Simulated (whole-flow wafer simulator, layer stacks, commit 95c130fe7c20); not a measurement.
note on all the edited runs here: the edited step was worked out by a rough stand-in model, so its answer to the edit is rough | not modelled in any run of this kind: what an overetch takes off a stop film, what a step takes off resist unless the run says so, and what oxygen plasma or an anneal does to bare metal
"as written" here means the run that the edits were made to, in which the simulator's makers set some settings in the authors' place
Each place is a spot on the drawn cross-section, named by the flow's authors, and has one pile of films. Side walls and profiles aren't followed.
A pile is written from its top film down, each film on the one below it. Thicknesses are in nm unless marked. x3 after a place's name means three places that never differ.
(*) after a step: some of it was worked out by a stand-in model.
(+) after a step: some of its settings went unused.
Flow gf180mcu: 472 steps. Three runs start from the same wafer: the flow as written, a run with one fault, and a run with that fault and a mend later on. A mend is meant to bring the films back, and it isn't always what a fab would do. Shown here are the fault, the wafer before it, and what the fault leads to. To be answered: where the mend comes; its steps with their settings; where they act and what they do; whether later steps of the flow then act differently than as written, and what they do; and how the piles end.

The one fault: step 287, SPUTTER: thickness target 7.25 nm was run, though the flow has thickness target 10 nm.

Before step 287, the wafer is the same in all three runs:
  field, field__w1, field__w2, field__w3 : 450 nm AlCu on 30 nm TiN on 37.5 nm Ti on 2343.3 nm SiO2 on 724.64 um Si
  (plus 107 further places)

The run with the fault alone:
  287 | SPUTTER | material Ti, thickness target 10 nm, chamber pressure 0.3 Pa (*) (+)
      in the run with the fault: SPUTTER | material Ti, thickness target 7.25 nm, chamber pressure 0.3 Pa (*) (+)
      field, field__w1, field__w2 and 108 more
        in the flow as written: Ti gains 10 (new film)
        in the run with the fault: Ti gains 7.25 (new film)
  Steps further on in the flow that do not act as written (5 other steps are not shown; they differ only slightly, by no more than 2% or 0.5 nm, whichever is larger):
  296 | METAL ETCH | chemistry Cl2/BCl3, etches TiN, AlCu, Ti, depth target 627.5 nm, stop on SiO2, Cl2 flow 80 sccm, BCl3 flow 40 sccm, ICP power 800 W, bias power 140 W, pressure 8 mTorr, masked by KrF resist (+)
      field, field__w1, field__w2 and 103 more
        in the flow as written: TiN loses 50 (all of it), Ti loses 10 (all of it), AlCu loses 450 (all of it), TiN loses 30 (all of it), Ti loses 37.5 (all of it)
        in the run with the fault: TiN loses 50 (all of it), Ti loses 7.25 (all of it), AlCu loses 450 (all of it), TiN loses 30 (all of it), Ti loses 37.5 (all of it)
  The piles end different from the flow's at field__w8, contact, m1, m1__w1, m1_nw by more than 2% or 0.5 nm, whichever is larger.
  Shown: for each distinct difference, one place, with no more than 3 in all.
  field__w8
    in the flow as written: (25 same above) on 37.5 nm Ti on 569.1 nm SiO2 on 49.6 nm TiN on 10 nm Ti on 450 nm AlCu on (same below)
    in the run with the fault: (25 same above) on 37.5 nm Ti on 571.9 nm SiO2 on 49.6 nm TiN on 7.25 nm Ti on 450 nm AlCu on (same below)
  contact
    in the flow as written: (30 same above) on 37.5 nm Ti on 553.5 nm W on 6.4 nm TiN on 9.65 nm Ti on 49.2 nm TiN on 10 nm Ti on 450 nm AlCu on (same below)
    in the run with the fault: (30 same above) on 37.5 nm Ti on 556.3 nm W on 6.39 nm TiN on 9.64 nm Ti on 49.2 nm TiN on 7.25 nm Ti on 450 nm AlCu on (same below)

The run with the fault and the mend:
  The mend follows step 287.
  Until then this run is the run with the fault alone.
  287a | SPUTTER | material Ti, thickness target 2.75 nm, chamber pressure 0.3 Pa (*) (+) (a further turn of the flow's step 287, with different settings)
      field, field__w1, field__w2 and 108 more
        Ti gains 2.75
  None of the later steps of the flow acts differently than as written at any place that is followed.
  The piles end the same as the flow's at every place that both follow.
